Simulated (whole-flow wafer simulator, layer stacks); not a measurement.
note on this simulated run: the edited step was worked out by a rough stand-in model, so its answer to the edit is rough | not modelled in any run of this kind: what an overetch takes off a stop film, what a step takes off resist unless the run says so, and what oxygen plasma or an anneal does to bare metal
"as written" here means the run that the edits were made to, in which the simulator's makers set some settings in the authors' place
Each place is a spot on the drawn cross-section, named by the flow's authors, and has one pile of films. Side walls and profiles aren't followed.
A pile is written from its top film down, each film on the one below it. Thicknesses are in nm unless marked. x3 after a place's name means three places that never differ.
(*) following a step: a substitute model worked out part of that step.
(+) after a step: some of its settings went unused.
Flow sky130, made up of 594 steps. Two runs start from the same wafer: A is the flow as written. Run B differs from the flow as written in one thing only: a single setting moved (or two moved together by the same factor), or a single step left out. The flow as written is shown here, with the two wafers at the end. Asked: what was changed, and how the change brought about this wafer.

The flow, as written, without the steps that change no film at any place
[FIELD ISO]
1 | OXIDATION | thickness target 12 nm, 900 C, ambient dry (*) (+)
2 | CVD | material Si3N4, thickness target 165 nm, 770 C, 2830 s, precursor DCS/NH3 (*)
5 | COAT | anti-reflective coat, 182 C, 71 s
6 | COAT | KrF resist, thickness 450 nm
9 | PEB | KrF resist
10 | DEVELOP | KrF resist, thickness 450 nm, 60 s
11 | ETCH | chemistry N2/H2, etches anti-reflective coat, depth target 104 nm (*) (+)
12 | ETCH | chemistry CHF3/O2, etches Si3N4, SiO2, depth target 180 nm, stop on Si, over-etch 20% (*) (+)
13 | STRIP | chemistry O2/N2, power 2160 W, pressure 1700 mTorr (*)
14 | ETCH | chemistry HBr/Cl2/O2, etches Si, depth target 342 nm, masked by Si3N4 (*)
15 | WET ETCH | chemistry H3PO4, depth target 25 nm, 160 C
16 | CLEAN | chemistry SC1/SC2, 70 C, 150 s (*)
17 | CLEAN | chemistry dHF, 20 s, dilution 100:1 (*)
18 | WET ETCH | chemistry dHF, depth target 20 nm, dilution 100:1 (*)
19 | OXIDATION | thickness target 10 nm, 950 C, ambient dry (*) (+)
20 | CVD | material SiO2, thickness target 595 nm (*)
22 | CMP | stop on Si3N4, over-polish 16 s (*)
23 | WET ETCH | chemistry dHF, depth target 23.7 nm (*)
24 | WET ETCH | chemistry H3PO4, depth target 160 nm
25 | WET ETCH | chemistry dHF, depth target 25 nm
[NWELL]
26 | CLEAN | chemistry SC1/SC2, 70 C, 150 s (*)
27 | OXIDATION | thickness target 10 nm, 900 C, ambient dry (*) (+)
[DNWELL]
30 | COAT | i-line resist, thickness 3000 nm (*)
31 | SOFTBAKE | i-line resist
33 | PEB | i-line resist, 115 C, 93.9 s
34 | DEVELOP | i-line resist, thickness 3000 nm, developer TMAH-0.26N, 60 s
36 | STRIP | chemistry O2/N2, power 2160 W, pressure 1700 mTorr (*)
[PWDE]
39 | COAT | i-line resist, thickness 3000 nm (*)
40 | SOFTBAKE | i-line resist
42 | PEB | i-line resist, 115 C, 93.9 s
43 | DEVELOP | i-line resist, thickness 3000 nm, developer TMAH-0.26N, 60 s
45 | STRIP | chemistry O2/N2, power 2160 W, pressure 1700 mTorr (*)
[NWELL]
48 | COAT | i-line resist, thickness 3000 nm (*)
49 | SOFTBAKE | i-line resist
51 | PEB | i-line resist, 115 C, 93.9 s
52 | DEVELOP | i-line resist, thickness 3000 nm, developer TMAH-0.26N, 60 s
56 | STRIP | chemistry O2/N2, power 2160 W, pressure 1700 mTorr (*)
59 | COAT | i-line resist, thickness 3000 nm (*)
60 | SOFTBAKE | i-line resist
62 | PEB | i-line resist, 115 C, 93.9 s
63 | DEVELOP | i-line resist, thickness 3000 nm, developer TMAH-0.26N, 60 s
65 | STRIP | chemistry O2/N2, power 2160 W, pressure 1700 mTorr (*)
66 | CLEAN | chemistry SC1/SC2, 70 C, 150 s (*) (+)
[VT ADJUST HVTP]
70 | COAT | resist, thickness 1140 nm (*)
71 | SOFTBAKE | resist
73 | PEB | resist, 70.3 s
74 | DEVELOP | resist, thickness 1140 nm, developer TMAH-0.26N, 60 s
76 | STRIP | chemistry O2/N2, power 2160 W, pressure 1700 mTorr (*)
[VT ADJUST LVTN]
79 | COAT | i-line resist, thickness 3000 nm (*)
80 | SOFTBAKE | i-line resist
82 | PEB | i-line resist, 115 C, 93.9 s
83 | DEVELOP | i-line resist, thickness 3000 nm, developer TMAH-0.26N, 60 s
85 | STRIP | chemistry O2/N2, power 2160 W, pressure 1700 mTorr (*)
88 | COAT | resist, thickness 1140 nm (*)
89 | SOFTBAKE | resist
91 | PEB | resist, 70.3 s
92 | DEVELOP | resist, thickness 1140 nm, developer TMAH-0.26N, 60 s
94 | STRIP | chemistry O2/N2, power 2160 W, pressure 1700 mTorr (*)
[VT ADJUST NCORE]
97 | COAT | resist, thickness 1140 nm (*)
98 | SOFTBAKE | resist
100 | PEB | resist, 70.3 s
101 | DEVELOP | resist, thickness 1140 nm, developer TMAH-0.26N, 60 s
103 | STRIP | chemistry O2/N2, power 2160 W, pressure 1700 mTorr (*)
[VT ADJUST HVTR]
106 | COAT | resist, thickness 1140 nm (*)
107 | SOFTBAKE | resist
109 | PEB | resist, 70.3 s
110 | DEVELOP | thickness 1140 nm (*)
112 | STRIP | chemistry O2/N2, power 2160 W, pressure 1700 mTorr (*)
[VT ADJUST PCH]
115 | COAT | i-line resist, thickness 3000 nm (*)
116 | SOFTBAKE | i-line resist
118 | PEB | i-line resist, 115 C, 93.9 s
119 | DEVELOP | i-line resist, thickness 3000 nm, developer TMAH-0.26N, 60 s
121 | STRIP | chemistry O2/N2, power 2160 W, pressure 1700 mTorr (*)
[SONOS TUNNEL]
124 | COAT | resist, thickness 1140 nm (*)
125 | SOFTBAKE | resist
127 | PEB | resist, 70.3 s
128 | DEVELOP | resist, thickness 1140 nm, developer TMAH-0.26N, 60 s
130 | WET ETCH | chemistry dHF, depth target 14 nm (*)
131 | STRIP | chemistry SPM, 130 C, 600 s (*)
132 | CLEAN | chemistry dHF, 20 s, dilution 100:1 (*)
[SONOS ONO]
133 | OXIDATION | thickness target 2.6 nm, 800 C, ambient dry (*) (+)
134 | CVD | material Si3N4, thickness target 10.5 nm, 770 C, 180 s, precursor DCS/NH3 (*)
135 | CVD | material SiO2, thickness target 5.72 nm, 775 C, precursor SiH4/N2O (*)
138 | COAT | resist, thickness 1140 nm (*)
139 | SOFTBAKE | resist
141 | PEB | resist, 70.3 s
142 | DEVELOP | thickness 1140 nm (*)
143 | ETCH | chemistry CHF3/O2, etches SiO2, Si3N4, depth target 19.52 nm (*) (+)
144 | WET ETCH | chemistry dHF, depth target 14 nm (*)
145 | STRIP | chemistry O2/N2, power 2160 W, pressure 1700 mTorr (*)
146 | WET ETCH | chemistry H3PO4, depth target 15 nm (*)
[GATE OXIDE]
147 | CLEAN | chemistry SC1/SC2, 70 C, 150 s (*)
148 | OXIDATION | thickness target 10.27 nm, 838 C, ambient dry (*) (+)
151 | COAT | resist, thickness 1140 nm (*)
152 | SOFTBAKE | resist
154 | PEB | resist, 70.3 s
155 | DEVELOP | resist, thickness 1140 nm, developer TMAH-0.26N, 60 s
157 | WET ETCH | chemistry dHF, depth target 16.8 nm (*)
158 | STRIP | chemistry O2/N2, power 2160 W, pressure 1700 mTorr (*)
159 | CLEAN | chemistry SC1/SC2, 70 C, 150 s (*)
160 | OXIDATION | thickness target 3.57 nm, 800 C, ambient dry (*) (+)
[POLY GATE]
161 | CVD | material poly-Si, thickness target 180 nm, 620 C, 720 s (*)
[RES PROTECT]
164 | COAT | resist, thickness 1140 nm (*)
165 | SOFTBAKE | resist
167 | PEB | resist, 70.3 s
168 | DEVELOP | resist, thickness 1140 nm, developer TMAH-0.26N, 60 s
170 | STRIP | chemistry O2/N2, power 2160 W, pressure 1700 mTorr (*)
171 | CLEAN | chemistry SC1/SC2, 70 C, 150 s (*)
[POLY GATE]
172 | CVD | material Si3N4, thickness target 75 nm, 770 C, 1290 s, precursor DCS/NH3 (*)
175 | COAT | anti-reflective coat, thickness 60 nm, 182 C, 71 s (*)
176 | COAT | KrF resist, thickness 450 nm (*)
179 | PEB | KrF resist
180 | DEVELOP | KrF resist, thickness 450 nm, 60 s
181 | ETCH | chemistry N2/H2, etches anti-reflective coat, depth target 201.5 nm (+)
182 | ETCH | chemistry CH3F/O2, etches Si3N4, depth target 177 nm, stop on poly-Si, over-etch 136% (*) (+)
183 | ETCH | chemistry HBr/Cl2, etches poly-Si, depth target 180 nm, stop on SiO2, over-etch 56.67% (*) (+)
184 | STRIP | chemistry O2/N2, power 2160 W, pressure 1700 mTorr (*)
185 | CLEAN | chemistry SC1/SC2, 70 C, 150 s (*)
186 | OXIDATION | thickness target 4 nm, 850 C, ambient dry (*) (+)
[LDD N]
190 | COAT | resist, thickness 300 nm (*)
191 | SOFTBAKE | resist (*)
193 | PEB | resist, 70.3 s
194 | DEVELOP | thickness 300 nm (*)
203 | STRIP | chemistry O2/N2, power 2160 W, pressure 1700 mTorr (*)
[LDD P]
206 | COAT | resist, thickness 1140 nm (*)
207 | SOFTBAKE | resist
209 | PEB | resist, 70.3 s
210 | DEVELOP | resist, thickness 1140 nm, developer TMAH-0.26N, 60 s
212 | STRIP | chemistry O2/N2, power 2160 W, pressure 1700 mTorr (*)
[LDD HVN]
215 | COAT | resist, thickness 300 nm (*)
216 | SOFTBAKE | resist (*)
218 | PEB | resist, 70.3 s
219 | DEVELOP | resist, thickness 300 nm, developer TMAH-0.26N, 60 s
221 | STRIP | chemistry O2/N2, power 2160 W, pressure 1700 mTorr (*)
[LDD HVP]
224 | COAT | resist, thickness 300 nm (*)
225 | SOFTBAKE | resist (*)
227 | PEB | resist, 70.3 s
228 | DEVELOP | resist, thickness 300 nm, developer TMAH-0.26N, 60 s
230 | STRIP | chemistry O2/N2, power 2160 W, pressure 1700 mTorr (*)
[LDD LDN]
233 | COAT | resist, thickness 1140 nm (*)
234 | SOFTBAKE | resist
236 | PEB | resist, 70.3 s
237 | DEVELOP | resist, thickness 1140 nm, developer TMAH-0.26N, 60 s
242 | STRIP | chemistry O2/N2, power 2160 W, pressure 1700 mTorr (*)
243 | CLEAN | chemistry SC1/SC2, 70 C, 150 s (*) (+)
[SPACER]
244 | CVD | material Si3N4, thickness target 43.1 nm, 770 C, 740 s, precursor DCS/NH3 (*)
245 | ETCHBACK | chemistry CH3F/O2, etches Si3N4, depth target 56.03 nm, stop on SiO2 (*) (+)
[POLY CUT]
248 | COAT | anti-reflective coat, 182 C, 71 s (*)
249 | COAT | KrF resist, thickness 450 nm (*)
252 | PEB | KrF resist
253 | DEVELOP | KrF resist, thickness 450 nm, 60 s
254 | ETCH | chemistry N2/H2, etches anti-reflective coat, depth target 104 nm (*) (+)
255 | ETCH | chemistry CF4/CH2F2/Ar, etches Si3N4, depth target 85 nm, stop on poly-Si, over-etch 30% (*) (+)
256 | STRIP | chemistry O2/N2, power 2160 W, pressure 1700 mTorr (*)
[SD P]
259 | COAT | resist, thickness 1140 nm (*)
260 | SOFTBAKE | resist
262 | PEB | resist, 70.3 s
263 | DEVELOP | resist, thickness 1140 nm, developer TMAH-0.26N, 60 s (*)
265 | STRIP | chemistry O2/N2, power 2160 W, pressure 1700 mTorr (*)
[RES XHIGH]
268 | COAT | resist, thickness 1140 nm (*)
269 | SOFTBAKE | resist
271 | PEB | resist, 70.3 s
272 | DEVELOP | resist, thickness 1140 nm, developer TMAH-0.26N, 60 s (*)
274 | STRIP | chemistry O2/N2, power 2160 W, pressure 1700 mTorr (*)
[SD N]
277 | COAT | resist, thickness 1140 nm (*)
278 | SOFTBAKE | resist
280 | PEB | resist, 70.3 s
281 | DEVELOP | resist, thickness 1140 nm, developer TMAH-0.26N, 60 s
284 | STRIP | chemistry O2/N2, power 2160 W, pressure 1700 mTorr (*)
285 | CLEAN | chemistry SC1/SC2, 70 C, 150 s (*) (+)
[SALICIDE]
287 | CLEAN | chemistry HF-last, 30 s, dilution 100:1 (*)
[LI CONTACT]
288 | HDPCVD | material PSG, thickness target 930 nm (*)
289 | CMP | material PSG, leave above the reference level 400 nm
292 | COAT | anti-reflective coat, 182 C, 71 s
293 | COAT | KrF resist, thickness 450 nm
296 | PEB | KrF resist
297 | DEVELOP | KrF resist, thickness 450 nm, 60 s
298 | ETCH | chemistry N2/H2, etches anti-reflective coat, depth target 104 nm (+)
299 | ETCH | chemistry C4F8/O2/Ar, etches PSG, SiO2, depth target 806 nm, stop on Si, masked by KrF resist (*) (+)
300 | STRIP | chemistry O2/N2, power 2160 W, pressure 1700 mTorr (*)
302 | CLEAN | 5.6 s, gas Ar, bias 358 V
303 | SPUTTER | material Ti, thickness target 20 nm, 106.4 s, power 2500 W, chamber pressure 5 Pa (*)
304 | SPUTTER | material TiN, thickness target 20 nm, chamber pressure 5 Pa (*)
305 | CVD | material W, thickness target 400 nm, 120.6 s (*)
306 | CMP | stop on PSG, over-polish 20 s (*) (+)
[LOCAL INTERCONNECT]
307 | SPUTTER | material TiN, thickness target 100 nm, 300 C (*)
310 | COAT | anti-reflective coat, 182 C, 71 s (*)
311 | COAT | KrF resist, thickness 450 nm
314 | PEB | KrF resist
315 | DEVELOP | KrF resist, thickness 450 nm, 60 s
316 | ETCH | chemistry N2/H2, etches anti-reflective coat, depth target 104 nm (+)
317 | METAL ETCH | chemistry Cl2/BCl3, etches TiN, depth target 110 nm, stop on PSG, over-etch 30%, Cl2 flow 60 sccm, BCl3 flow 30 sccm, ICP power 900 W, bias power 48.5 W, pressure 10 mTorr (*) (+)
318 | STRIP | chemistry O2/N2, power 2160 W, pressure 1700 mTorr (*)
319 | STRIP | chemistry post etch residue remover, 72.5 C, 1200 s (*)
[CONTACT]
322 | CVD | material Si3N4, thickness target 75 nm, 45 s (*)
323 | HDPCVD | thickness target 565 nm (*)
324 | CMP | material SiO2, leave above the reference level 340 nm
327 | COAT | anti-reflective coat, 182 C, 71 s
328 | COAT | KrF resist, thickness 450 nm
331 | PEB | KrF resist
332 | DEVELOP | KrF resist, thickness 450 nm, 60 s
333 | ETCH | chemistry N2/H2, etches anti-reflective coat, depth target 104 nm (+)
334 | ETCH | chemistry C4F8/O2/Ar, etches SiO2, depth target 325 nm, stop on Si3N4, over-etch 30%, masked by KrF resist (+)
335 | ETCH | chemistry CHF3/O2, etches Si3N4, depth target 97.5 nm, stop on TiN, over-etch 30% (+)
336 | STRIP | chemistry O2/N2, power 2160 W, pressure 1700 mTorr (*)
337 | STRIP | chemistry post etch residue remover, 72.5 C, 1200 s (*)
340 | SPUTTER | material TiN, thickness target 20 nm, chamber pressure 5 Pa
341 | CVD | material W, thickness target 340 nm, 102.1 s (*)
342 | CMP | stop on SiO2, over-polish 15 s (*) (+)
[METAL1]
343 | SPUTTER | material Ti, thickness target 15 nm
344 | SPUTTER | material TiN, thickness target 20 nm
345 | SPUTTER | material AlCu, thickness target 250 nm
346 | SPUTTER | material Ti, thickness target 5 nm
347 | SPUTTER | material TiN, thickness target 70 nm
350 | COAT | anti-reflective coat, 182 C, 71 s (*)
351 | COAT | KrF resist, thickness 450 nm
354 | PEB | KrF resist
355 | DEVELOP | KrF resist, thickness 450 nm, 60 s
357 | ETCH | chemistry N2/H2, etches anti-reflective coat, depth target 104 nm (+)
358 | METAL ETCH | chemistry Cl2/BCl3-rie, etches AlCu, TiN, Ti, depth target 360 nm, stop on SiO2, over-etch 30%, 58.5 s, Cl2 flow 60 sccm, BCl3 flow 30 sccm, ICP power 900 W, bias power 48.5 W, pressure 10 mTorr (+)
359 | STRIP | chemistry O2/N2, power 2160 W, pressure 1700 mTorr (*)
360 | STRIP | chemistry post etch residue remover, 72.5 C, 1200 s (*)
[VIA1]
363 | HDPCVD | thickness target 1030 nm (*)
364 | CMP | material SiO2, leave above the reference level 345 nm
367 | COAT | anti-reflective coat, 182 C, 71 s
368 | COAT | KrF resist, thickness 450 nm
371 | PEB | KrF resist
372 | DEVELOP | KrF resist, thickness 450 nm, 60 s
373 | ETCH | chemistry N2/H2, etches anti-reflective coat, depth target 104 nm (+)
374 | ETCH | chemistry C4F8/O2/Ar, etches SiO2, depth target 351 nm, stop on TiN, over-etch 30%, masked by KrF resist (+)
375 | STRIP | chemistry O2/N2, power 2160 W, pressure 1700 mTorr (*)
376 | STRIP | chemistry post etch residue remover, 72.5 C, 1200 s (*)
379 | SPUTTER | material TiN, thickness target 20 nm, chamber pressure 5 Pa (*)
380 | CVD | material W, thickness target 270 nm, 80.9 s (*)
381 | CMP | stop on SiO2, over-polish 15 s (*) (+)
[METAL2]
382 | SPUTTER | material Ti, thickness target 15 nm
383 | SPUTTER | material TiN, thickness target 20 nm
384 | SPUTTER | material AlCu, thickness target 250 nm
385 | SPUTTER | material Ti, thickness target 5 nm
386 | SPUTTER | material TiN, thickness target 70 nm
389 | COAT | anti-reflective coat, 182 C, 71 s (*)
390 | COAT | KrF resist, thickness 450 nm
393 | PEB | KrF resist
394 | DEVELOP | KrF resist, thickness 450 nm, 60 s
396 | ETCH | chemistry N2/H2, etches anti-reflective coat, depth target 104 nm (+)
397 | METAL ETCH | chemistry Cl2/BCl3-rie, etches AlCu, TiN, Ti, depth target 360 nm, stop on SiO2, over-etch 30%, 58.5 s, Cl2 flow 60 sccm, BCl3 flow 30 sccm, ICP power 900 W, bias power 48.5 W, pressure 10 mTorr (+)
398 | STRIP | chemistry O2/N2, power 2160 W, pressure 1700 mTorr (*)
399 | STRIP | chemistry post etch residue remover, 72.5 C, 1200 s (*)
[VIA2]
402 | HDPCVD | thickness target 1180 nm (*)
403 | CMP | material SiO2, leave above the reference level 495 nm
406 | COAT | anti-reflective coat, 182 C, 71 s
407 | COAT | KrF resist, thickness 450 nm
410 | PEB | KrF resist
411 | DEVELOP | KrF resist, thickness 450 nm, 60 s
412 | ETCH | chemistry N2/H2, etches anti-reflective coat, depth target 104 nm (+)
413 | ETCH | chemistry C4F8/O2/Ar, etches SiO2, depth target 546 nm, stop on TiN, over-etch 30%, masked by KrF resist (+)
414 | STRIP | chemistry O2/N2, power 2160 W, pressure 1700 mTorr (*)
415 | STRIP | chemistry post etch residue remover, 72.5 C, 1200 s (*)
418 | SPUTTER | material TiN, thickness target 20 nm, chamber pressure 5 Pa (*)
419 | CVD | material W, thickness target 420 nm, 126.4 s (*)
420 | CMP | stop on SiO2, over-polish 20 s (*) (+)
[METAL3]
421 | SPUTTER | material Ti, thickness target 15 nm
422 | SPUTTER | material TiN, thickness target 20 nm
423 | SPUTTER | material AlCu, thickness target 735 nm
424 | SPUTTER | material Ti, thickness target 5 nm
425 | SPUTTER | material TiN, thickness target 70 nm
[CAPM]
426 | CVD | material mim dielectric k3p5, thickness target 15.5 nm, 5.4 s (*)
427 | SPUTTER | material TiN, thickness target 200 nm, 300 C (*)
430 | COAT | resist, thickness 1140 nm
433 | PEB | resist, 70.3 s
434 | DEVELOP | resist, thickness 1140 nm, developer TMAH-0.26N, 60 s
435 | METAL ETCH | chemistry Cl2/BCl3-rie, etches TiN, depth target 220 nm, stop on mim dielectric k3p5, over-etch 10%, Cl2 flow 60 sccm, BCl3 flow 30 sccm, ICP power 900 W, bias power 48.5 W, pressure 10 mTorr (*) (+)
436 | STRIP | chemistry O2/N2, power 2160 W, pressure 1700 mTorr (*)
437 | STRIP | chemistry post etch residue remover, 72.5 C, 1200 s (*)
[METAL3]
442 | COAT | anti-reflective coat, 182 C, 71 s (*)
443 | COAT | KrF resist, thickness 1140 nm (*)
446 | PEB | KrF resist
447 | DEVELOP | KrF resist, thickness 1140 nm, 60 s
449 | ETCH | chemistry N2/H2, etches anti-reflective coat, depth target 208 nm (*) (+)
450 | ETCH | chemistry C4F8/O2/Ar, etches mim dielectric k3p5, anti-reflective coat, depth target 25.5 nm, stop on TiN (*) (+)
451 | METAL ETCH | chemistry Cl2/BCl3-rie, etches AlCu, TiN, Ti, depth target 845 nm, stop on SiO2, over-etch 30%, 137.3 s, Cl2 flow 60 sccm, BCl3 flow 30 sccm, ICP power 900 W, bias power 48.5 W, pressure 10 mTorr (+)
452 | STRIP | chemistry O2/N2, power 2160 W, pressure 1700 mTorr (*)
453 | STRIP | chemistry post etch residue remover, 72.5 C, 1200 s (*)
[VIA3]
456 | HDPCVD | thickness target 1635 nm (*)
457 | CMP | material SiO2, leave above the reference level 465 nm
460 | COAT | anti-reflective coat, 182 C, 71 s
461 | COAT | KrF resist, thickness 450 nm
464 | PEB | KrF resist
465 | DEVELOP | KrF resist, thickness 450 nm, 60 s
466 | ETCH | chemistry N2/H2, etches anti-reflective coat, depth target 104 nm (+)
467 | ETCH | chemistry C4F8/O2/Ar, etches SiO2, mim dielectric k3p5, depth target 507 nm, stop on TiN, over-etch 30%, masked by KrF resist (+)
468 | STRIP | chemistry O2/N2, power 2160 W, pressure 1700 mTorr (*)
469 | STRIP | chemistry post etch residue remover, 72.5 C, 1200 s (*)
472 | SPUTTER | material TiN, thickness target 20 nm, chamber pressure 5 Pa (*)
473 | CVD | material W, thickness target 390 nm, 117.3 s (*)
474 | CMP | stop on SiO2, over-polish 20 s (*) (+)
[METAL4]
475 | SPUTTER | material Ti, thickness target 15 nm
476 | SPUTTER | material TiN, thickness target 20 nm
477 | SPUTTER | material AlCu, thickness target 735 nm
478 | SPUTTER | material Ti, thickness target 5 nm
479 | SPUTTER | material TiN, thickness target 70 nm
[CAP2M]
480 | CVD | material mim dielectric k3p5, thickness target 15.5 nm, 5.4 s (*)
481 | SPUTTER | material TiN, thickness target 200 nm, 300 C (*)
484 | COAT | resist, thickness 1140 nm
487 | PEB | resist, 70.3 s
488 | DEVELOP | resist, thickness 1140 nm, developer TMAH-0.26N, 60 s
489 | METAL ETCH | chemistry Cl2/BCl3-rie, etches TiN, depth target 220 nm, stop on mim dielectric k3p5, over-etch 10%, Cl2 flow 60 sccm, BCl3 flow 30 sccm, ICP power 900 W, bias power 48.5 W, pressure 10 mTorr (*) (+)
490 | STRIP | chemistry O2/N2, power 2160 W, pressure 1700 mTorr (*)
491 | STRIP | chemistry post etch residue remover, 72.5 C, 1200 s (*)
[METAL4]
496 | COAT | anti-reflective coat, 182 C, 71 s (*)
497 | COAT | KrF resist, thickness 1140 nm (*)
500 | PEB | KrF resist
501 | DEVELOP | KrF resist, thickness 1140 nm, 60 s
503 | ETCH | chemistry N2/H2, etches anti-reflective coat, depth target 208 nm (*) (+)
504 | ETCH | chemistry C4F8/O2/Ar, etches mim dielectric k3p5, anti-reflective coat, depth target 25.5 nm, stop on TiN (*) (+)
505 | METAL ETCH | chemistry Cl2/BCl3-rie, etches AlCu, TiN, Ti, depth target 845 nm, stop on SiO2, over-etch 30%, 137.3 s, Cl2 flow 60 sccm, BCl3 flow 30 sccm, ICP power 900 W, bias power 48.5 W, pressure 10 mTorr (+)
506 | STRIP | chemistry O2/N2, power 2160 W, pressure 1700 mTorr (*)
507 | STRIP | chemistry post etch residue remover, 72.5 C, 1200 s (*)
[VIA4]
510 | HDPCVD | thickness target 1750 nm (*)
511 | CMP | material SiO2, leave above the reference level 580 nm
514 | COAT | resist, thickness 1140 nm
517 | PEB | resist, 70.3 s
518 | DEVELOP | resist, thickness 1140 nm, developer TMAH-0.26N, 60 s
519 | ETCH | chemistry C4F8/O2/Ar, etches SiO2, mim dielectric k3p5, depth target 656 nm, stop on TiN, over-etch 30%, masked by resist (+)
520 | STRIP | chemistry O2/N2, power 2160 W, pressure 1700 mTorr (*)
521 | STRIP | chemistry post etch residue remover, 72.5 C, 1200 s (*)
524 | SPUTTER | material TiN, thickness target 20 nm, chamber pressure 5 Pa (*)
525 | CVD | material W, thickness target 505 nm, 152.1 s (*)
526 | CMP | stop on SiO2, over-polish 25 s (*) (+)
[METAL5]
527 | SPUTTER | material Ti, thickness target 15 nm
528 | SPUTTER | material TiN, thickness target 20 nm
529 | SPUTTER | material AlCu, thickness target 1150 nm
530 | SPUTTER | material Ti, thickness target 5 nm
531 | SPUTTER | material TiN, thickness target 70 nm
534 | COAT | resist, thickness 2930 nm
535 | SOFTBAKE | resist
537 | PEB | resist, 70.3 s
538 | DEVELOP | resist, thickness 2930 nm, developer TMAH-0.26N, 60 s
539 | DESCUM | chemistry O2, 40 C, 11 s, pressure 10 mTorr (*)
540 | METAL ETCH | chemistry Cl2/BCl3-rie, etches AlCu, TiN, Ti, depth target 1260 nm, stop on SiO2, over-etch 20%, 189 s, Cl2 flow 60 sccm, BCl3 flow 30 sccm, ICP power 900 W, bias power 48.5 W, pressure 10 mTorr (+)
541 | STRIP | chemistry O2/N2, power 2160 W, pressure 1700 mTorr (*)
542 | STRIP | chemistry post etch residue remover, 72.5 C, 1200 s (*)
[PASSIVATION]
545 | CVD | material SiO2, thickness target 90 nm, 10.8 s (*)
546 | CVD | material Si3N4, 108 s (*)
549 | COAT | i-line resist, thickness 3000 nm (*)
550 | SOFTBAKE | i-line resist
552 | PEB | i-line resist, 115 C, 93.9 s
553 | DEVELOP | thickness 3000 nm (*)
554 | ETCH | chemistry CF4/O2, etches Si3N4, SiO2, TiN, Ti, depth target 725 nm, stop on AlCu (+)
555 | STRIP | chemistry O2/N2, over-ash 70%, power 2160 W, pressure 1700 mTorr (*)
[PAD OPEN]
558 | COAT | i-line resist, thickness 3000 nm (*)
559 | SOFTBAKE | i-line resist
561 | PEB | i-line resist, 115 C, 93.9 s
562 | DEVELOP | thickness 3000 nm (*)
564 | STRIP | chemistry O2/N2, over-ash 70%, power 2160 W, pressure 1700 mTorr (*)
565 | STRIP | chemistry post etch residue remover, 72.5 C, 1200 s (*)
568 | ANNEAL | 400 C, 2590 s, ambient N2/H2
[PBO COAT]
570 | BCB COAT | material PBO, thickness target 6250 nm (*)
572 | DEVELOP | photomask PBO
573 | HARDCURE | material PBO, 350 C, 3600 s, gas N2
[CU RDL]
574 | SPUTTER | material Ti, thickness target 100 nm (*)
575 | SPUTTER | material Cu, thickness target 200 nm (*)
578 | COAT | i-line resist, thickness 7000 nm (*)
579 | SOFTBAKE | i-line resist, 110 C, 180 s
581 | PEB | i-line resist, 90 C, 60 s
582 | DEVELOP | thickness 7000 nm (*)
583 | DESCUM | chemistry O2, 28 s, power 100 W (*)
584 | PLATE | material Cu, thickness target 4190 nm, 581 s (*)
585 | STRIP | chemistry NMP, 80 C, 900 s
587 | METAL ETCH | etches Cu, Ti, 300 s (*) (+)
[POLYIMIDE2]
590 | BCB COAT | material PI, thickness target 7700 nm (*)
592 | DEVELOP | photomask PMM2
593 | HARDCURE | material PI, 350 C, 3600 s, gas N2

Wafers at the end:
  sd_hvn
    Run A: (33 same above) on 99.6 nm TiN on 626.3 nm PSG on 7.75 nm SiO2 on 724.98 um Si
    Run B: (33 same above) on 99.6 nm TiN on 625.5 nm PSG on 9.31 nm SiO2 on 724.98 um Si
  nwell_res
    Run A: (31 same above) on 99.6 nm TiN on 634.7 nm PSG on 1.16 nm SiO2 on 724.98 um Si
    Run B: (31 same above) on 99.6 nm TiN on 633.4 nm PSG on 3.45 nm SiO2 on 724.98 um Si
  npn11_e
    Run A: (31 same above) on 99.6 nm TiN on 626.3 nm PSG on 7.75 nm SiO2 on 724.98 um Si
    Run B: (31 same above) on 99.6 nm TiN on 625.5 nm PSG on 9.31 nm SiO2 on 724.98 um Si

The reason: step 186, OXIDATION: 914 C was run, whereas the flow has 850 C.

The path from the change to this, step by step:
  186 | OXIDATION | thickness target 4 nm, 850 C, ambient dry (*) (+)
      active, p_well, spacer and 26 more: A +1.55 SiO2, -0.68 Si | B +3.84 SiO2, -1.69 Si
      pwell_dnw, sd_hvn, dext_ntap_nw and 17 more: A +0.94 SiO2, -0.41 Si | B +2.5 SiO2, -1.1 Si
      (also at 1 further place)
  248 | COAT | anti-reflective coat, 182 C, 71 s (*)
      gate_p_g5v0: A +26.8 anti-reflective coat (new film) | B +27.5 anti-reflective coat (new film)
      drift_pwde_fp: A +23.4 anti-reflective coat (new film) | B +22.7 anti-reflective coat (new film)
  256 | STRIP | chemistry O2/N2, power 2160 W, pressure 1700 mTorr (*)
      gate_p_g5v0: A -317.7 KrF resist (all of it), -26.8 anti-reflective coat (all of it) | B -317.4 KrF resist (all of it), -27.5 anti-reflective coat (all of it)
      drift_pwde_fp: A -255.2 KrF resist (all of it), -23.4 anti-reflective coat (all of it) | B -256 KrF resist (all of it), -22.7 anti-reflective coat (all of it)
  299 | ETCH | chemistry C4F8/O2/Ar, etches PSG, SiO2, depth target 806 nm, stop on Si, masked by KrF resist (*) (+)
      contact, ndiff_licon, ndiff_licon_cpp: A -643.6 PSG (all of it), -1.16 SiO2 (all of it) | B -642.3 PSG (all of it), -3.45 SiO2 (all of it)
  303 | SPUTTER | material Ti, thickness target 20 nm, 106.4 s, power 2500 W, chamber pressure 5 Pa (*)
      ndiff_licon_cpp: A +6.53 Ti (new film) | B +7.22 Ti (new film)
